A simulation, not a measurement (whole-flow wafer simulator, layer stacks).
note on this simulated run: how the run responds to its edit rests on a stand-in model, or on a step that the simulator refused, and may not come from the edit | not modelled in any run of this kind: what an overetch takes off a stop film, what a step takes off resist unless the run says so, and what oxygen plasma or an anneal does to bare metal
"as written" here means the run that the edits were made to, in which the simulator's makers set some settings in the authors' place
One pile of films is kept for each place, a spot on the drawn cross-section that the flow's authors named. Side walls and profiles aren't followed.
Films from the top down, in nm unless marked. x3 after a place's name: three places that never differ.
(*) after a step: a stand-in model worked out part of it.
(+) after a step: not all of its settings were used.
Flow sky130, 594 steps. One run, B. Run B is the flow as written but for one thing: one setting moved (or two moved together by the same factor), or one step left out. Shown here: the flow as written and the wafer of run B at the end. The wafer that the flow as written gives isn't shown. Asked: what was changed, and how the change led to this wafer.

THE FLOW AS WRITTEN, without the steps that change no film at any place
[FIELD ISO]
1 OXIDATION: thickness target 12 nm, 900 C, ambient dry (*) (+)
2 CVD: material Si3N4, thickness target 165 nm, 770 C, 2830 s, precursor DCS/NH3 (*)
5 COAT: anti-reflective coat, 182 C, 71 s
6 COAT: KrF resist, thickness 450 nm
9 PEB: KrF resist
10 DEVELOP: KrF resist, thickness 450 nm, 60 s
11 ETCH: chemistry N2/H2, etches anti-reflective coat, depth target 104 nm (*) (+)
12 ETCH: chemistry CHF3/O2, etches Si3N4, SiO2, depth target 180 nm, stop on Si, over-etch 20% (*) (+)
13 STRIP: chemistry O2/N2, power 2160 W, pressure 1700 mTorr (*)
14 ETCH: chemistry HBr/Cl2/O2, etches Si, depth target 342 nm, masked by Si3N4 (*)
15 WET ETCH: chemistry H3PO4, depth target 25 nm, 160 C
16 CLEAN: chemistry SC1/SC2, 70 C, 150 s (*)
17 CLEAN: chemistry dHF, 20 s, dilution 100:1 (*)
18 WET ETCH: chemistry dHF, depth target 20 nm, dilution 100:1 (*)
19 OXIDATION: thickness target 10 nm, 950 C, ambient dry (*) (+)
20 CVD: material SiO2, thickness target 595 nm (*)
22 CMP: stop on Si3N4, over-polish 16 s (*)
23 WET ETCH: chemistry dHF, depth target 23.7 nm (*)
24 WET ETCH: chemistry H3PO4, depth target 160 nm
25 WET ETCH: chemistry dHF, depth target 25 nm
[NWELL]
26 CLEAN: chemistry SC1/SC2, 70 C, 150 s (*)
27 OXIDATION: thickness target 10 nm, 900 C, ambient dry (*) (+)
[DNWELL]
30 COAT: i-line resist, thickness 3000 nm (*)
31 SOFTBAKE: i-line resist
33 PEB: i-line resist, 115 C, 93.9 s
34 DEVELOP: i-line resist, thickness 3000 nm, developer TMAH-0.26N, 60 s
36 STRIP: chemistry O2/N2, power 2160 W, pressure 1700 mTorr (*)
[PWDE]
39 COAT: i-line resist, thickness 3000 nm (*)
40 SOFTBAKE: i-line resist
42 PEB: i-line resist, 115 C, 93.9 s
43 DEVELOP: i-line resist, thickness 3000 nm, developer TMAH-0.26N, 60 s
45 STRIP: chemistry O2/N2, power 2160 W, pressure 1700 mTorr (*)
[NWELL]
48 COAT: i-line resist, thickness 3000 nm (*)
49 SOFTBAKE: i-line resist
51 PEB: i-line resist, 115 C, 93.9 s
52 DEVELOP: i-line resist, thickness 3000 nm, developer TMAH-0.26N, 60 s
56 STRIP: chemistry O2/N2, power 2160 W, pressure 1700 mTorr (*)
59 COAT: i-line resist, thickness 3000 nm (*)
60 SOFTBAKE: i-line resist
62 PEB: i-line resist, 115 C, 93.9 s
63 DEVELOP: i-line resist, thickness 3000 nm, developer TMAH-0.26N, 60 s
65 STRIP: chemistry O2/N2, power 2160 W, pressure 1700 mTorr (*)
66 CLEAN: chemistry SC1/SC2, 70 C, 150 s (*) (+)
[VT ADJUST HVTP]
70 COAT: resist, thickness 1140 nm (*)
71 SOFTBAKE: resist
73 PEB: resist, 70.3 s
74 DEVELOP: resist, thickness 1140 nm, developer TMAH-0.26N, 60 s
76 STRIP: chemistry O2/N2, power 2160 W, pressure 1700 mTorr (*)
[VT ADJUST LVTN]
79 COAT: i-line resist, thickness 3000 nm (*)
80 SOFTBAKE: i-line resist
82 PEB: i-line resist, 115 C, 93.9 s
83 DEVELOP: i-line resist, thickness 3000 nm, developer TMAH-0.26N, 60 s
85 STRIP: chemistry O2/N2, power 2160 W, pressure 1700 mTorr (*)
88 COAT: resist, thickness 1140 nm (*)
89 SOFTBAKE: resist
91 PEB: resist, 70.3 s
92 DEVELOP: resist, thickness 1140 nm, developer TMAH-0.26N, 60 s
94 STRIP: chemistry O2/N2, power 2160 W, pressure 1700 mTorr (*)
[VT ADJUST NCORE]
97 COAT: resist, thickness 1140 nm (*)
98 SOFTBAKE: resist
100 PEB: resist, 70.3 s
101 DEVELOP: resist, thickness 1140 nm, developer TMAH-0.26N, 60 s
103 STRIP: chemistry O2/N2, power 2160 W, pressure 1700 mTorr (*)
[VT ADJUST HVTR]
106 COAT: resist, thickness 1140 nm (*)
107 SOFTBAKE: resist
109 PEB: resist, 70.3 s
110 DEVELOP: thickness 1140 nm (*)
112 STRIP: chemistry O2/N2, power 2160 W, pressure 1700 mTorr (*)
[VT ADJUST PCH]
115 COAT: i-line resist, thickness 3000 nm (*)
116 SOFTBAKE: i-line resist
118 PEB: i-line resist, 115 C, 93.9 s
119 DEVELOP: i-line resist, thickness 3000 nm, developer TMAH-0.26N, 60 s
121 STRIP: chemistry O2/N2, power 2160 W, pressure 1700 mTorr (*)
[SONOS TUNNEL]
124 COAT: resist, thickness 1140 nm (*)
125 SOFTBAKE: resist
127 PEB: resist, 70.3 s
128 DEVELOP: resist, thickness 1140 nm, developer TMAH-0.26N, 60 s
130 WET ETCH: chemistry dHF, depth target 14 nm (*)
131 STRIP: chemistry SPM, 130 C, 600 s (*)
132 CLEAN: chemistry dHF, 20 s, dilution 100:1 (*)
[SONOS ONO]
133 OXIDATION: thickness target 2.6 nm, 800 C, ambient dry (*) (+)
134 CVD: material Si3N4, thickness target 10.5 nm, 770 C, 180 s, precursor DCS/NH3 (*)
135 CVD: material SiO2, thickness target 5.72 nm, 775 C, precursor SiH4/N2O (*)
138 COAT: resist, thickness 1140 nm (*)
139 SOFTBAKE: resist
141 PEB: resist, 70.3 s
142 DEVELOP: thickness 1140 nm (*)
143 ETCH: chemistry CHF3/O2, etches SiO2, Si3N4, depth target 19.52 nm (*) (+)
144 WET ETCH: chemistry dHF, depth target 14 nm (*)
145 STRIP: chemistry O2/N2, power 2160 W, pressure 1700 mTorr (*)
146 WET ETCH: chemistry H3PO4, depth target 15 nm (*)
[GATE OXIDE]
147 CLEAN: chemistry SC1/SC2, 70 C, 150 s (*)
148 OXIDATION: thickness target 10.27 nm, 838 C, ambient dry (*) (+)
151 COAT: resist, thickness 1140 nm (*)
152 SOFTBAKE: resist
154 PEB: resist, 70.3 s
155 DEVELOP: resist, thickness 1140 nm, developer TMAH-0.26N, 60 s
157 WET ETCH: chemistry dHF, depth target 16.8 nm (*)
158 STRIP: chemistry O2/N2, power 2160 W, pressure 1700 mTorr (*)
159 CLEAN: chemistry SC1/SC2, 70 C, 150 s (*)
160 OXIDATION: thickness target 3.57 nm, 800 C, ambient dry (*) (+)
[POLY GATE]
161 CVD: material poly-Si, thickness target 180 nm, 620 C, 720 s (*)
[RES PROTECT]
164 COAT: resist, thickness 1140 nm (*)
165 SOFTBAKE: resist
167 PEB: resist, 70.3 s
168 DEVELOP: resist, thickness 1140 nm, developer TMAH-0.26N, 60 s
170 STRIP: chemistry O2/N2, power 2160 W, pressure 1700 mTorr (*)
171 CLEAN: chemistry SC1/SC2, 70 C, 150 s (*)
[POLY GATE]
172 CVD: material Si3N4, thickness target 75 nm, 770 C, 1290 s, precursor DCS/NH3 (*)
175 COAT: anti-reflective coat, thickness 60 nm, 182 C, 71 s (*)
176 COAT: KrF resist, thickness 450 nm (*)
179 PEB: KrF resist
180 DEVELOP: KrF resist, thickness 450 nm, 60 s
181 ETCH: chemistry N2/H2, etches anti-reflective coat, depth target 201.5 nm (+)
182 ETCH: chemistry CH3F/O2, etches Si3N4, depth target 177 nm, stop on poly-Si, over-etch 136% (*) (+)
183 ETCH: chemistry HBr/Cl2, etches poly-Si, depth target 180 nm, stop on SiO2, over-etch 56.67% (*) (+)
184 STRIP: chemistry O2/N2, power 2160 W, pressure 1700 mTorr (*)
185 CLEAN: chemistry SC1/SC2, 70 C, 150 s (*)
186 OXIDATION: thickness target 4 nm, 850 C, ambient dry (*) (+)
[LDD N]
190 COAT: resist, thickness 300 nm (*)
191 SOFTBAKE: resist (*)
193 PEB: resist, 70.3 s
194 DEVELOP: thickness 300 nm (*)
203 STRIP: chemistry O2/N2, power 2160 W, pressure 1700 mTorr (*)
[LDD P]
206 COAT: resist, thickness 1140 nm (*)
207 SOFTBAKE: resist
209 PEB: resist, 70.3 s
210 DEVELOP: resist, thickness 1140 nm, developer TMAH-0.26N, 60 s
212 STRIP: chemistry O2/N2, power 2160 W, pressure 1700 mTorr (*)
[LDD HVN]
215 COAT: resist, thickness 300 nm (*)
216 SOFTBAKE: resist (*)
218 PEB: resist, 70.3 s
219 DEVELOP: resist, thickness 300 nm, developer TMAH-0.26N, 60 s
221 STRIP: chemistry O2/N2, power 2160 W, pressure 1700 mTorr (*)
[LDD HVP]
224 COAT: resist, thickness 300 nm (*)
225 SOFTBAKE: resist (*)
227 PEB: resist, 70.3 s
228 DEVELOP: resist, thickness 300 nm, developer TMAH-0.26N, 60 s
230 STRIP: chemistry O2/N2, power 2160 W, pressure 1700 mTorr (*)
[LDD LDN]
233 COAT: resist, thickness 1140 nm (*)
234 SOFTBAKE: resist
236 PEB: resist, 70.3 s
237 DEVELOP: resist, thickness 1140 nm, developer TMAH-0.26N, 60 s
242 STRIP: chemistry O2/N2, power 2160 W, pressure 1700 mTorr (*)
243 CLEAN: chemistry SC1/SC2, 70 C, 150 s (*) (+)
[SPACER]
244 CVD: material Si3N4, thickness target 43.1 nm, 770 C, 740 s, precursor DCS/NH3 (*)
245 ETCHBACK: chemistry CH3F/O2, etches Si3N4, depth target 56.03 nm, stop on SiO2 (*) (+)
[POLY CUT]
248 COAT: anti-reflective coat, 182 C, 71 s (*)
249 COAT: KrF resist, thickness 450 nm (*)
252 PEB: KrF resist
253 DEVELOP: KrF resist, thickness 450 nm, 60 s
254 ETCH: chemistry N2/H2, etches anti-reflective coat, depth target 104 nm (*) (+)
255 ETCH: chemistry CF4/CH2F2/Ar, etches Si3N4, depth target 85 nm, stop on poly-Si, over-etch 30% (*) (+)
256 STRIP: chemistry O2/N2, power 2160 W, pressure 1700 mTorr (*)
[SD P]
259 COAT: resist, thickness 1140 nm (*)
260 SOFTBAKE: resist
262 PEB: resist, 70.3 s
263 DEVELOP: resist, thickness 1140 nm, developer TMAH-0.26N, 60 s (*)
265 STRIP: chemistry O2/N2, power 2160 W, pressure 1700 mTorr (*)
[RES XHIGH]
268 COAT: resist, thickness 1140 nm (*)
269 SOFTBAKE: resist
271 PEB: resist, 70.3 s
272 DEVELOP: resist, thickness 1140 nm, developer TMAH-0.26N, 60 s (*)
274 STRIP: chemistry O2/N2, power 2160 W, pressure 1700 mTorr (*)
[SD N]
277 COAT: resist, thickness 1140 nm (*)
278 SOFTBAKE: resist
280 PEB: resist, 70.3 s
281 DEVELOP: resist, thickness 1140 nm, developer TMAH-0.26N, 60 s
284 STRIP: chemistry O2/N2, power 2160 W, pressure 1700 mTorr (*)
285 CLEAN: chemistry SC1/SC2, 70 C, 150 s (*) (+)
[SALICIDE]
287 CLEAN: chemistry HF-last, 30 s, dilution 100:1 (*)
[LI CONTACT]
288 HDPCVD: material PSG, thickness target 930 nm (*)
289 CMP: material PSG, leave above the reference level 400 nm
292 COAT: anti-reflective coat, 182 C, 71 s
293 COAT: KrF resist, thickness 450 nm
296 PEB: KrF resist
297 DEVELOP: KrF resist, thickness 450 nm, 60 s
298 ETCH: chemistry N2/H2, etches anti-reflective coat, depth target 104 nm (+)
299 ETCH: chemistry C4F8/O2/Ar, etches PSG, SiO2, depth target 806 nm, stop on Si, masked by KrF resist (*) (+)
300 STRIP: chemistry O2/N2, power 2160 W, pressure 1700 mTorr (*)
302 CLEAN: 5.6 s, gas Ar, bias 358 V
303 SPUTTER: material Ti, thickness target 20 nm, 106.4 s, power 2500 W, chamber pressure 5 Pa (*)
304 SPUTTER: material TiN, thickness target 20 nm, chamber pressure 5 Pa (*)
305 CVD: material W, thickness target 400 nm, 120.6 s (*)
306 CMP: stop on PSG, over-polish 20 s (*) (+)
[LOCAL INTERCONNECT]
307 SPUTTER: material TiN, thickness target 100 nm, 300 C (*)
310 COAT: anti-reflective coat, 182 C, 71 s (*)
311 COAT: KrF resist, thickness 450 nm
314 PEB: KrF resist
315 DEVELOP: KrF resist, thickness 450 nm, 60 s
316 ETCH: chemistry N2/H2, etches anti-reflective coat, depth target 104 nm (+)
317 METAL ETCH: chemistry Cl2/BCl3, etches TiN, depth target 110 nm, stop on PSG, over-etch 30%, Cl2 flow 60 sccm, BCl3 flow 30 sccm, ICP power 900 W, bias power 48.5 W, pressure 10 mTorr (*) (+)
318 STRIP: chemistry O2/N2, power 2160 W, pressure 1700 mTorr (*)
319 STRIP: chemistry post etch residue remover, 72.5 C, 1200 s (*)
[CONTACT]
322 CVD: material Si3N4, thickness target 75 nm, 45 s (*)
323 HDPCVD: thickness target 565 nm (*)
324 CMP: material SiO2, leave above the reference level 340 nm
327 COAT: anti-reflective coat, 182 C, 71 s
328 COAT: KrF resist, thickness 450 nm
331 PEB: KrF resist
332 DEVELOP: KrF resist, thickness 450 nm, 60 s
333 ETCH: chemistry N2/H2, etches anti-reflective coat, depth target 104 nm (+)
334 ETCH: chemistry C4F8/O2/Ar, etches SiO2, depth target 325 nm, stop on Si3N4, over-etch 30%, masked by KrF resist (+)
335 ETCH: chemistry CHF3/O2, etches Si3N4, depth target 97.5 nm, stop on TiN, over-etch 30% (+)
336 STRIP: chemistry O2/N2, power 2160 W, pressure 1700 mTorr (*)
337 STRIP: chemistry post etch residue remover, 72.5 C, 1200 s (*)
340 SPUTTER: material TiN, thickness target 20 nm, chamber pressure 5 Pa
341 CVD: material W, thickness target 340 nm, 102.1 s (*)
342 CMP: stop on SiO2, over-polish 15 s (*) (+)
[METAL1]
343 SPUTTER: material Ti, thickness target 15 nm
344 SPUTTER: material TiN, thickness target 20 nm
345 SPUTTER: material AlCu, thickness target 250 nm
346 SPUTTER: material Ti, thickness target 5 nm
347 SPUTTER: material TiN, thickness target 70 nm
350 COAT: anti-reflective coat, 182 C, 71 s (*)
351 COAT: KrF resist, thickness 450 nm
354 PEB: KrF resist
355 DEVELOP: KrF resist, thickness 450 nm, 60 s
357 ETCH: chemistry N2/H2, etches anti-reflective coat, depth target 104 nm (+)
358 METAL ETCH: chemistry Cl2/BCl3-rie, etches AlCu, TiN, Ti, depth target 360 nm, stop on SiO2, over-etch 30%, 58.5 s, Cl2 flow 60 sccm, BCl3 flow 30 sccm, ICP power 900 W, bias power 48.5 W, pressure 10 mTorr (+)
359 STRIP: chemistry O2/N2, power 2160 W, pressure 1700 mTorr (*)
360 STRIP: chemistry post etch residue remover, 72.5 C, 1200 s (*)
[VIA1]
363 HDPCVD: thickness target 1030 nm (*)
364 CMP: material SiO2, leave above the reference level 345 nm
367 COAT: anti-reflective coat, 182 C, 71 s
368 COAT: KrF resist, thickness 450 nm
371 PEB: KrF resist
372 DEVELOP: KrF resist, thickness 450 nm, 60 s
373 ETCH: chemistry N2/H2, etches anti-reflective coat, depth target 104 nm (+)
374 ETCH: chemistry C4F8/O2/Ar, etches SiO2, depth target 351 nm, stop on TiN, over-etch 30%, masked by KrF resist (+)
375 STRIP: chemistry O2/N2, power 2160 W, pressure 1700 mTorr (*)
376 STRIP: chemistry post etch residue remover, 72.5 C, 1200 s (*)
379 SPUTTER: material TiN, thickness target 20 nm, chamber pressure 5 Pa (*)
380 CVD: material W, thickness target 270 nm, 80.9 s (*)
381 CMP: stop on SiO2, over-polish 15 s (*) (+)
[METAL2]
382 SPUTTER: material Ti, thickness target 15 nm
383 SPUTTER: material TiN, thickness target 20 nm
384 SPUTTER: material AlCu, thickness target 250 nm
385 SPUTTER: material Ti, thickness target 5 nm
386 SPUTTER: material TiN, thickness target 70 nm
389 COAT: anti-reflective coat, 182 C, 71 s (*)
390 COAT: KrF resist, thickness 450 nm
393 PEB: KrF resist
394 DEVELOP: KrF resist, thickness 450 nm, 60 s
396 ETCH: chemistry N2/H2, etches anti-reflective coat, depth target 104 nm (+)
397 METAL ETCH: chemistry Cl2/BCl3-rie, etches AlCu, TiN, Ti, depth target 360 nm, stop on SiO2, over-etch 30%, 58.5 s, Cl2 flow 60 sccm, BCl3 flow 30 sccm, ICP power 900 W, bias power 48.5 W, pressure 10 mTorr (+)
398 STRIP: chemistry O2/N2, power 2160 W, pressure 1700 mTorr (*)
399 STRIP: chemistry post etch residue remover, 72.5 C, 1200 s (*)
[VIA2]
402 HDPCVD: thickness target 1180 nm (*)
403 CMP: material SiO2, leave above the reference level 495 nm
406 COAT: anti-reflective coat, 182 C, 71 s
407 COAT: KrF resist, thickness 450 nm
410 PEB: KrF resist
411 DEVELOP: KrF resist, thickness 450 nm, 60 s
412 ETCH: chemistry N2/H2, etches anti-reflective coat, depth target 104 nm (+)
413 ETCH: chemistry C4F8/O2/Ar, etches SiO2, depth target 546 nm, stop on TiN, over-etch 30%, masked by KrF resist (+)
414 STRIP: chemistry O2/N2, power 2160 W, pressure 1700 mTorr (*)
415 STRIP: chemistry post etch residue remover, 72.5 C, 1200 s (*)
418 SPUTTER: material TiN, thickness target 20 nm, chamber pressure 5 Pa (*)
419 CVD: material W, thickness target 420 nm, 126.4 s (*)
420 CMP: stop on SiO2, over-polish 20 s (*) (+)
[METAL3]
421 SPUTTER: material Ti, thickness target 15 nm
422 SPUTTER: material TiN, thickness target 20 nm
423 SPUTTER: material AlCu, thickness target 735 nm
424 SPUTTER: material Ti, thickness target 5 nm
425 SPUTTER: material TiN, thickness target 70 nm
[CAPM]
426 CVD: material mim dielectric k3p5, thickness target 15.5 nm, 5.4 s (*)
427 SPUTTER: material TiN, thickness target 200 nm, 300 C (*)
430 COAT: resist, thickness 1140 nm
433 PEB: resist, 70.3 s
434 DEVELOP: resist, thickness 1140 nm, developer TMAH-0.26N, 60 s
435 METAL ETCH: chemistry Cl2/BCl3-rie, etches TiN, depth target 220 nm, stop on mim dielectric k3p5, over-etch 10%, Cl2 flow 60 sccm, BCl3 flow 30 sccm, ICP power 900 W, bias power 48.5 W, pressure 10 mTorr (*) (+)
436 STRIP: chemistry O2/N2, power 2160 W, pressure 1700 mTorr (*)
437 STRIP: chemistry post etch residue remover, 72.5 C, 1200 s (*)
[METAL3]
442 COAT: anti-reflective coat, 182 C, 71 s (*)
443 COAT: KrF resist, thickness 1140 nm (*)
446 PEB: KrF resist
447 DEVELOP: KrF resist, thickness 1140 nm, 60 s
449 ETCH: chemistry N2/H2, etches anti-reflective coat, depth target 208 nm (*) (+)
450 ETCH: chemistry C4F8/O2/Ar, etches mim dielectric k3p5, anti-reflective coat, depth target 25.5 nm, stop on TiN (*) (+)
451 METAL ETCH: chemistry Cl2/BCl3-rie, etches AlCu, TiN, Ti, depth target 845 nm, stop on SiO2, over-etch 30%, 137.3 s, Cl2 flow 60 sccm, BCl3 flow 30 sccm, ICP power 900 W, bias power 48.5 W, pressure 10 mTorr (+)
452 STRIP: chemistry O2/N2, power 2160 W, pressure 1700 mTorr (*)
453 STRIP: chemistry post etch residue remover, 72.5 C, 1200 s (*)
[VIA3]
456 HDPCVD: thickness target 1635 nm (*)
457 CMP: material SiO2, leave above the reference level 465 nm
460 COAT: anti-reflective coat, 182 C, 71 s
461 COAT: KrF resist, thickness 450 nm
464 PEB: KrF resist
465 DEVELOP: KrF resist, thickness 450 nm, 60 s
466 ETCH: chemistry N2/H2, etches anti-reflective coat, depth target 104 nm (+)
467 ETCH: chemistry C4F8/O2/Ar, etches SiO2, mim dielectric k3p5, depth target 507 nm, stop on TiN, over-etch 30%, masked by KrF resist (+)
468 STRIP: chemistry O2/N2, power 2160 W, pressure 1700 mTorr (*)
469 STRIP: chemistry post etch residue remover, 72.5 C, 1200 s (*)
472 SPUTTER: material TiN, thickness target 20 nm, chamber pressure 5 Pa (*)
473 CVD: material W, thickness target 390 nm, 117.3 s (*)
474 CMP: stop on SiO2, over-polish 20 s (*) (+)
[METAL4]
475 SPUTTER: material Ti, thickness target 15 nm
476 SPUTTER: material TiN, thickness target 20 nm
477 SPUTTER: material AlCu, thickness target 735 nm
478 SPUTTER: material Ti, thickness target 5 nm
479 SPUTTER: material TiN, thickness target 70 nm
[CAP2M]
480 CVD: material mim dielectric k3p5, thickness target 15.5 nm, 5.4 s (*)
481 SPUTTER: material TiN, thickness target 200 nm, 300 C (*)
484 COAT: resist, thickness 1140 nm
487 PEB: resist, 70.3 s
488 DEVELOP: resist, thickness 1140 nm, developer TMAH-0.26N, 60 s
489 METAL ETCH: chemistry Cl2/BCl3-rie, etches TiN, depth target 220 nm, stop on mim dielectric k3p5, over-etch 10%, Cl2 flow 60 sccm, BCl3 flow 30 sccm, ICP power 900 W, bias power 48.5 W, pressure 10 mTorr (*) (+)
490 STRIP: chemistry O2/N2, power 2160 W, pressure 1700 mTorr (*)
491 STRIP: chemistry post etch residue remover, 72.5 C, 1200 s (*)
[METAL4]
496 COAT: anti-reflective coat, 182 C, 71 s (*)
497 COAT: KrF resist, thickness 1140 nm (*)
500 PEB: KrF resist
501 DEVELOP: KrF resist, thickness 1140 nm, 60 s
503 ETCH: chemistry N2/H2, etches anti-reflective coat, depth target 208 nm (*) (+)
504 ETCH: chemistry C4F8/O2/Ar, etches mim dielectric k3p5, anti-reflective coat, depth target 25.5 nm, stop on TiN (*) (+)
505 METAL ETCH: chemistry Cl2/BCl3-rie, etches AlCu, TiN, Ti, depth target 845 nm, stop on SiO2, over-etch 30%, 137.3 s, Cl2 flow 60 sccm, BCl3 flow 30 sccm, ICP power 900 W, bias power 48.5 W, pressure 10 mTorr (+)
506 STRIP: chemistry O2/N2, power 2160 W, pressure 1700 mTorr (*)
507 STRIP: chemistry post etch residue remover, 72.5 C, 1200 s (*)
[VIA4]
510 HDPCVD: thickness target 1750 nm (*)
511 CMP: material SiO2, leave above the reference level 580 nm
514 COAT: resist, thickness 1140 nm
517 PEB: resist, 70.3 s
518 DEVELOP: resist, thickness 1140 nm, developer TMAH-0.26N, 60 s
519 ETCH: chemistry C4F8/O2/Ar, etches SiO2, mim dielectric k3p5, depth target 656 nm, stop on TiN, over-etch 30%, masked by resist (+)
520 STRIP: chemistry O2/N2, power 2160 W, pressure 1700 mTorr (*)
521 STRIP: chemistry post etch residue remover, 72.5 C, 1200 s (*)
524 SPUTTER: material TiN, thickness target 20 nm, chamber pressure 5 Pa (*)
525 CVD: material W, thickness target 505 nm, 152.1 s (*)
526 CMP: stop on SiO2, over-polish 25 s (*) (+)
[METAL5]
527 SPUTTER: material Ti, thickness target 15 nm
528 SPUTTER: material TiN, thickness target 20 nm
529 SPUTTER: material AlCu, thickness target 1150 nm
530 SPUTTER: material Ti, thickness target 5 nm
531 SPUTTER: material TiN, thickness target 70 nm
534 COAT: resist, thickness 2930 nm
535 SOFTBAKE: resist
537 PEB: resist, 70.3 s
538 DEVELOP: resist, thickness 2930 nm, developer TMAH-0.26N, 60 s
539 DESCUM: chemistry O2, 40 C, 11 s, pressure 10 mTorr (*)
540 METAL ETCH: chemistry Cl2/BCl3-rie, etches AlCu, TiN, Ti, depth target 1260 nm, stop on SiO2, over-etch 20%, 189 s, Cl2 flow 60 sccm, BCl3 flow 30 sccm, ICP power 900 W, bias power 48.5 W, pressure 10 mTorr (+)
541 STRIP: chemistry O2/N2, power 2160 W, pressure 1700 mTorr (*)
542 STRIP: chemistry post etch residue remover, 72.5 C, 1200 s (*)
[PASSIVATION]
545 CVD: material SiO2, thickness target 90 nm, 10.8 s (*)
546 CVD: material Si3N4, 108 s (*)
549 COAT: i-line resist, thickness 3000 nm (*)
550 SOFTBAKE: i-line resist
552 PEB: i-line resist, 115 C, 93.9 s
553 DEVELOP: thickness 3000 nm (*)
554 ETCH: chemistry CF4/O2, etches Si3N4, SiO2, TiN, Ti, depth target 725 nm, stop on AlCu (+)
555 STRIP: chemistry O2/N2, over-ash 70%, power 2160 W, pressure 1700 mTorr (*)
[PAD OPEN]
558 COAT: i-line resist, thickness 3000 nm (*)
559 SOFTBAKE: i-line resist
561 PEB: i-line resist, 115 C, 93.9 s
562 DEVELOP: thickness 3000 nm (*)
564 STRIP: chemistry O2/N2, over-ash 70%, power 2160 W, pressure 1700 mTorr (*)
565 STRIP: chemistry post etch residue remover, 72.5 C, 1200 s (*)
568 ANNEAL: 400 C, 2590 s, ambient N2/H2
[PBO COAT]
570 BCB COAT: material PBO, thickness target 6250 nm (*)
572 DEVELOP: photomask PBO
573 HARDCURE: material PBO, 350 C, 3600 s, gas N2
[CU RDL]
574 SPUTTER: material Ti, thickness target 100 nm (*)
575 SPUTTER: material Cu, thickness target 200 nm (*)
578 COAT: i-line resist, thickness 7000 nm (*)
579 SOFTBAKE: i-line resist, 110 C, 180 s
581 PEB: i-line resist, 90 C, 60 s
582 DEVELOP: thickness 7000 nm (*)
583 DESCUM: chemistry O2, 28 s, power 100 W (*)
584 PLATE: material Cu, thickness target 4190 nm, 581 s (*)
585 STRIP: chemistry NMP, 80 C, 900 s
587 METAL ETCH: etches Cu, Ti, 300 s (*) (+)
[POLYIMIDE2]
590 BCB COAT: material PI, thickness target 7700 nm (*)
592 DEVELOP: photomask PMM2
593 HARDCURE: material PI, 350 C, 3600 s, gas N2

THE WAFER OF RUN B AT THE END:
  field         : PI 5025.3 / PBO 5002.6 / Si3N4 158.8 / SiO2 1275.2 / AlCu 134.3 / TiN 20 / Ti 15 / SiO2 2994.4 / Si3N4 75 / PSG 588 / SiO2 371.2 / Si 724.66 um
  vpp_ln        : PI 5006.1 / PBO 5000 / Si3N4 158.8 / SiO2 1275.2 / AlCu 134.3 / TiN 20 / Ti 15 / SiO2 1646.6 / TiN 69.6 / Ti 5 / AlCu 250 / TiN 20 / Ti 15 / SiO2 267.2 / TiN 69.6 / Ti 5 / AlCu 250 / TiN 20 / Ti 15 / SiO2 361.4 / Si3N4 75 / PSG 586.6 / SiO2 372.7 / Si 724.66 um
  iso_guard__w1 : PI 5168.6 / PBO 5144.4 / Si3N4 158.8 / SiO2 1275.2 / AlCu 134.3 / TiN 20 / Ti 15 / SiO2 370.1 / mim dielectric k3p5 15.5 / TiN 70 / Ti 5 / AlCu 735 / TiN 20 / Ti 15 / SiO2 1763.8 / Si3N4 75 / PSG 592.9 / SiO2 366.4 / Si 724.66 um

The cause: step 505, METAL ETCH: depth target 515.4 nm was run, where the flow has depth target 845 nm; step 505, METAL ETCH: 83.8 s was run, where the flow has 137.3 s.

How the change led to this, step by step:
  505 METAL ETCH: chemistry Cl2/BCl3-rie, etches AlCu, TiN, Ti, depth target 845 nm, stop on SiO2, over-etch 30%, 137.3 s, Cl2 flow 60 sccm, BCl3 flow 30 sccm, ICP power 900 W, bias power 48.5 W, pressure 10 mTorr (+)
      field, gate, spacer and 68 more: TiN -70 (all of it), Ti -5 (all of it), AlCu -595 (as written it would be: TiN -70 (all of it), Ti -5 (all of it), AlCu -735 (all of it), TiN -20 (all of it), Ti -15 (all of it), SiO2 -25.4)
      active, vpp_iso1, mim_edge_plate and 14 more: TiN -70 (all of it), Ti -5 (all of it), AlCu -595 (as written it would be: TiN -70 (all of it), Ti -5 (all of it), AlCu -735 (all of it), TiN -20 (all of it), Ti -15 (all of it), SiO2 -25.3)
      (and at 105 more places)
  506 STRIP: chemistry O2/N2, power 2160 W, pressure 1700 mTorr (*)
      mim, dice_street, pplus_nw and 67 more: KrF resist -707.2 (all of it), anti-reflective coat -80 (all of it) (as written it would be: KrF resist -492.9 (all of it), anti-reflective coat -80 (all of it))
      n_well, p_well, gate_hv and 13 more: KrF resist -707.1 (all of it), anti-reflective coat -80 (all of it) (as written it would be: KrF resist -492.9 (all of it), anti-reflective coat -80 (all of it))
      (and at 19 more places)
  507 STRIP: chemistry post etch residue remover, 72.5 C, 1200 s (*)
      field, active, gate and 85 more: AlCu -5.72 (as written it would be: nothing)
  510 HDPCVD: thickness target 1750 nm (*)
      field, active, gate and 85 more: SiO2 +1750 (new film) (as written it would be: SiO2 +1750)
  511 CMP: material SiO2, leave above the reference level 580 nm
      field, active, gate and 77 more: SiO2 -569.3 (as written it would be: SiO2 -374.7)
      iso_guard__w1, mim_edge_gap, vpp_l1ln, vpp_m3ln, rpm_encl, via2_enc, rpm_encl_psd, iso_guard_nsd_tip: SiO2 -569.3 (as written it would be: SiO2 -374.6)
Counting metal films that touch as one body, field has 1 body; the flow as written gives 0 bodies.
Counting metal films that touch as one body, vpp_ln has 3 bodies (between them, from the top down: SiO2 1646.6; SiO2 267.2); the flow as written gives 2 bodies (between them, from the top down: SiO2 267.2).
Counting metal films that touch as one body, iso_guard__w1 has 2 bodies (between them, from the top down: SiO2 370.1 / mim dielectric k3p5 15.5); the flow as written gives 1 body.
